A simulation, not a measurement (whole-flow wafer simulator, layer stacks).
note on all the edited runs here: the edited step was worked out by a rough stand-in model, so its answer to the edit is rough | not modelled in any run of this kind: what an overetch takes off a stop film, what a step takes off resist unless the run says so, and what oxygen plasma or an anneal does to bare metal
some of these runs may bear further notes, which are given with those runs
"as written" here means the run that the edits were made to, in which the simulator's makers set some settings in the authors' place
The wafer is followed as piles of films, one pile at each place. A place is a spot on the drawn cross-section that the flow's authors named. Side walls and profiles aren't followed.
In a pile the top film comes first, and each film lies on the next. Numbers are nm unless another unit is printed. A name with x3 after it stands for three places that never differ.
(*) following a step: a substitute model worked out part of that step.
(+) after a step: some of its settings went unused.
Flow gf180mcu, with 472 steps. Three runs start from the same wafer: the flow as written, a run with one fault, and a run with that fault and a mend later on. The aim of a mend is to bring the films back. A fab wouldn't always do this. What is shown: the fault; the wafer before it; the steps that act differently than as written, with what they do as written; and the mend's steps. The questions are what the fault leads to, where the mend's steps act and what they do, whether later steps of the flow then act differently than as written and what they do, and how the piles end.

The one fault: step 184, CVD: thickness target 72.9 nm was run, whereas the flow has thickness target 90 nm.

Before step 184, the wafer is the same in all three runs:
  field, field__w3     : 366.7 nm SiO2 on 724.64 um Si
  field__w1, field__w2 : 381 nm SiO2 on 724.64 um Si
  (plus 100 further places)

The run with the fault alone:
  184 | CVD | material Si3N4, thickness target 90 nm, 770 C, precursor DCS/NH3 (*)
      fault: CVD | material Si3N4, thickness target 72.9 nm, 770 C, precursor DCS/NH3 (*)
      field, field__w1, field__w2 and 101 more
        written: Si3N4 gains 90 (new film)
        fault: Si3N4 gains 72.9 (new film)
  Later steps of the flow acting differently than as written (not shown: 15 more steps that differ only slightly, by at most 2% or 0.5 nm, whichever is larger):
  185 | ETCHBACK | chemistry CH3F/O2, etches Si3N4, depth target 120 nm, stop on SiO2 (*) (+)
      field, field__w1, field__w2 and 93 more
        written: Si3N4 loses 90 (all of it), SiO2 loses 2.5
        fault: Si3N4 loses 72.9 (all of it), SiO2 loses 3.93
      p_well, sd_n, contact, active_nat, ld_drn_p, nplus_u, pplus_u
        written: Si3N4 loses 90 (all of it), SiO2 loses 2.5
        fault: Si3N4 loses 72.9 (all of it), SiO2 loses 3.92
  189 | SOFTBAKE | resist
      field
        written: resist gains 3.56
        fault: resist loses 0.35
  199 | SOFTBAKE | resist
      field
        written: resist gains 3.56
        fault: resist loses 0.35
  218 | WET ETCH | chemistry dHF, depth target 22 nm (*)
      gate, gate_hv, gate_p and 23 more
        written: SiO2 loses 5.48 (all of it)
        fault: SiO2 loses 4.05 (all of it)
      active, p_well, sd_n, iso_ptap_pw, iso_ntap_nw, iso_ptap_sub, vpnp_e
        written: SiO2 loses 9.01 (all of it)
        fault: SiO2 loses 7.59 (all of it)
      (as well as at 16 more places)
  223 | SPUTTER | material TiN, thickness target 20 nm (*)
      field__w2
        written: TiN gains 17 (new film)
        fault: TiN gains 17.8 (new film)
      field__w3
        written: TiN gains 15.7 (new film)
        fault: TiN gains 16.7 (new film)
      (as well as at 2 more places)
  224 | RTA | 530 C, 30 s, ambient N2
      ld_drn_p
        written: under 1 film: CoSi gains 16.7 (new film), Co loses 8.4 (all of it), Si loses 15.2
        fault: under 1 film: CoSi gains 17.5 (new film), Co loses 8.78 (all of it), Si loses 15.9
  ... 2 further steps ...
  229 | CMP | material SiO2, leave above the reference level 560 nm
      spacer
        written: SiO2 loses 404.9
        fault: SiO2 loses 387.8
  By the end, the piles at spacer, ld_sd_n, ld_drn_n, ld_drn_p depart from the flow's by more than 2% or 0.5 nm, whichever is larger.
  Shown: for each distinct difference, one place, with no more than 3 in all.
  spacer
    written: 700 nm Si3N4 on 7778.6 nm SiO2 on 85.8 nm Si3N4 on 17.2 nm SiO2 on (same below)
    fault: 700 nm Si3N4 on 7795.7 nm SiO2 on 68.7 nm Si3N4 on 17.2 nm SiO2 on (same below)
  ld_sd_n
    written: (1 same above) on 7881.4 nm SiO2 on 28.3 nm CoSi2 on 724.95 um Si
    fault: (1 same above) on 7881.4 nm SiO2 on 29 nm CoSi2 on 724.95 um Si
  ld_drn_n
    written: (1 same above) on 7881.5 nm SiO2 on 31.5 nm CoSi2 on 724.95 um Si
    fault: (1 same above) on 7881.5 nm SiO2 on 32.3 nm CoSi2 on 724.95 um Si

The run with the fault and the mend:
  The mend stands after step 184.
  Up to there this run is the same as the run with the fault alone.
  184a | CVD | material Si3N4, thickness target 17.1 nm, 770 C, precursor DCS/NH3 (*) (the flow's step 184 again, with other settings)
      field, field__w1, field__w2 and 101 more
        Si3N4 gains 17.1
  None of the later steps of the flow differs from how it acts as written, at any place that is followed, by more than 2% or 0.5 nm, whichever is larger.
  The piles end the same as the flow's at every place that both follow.
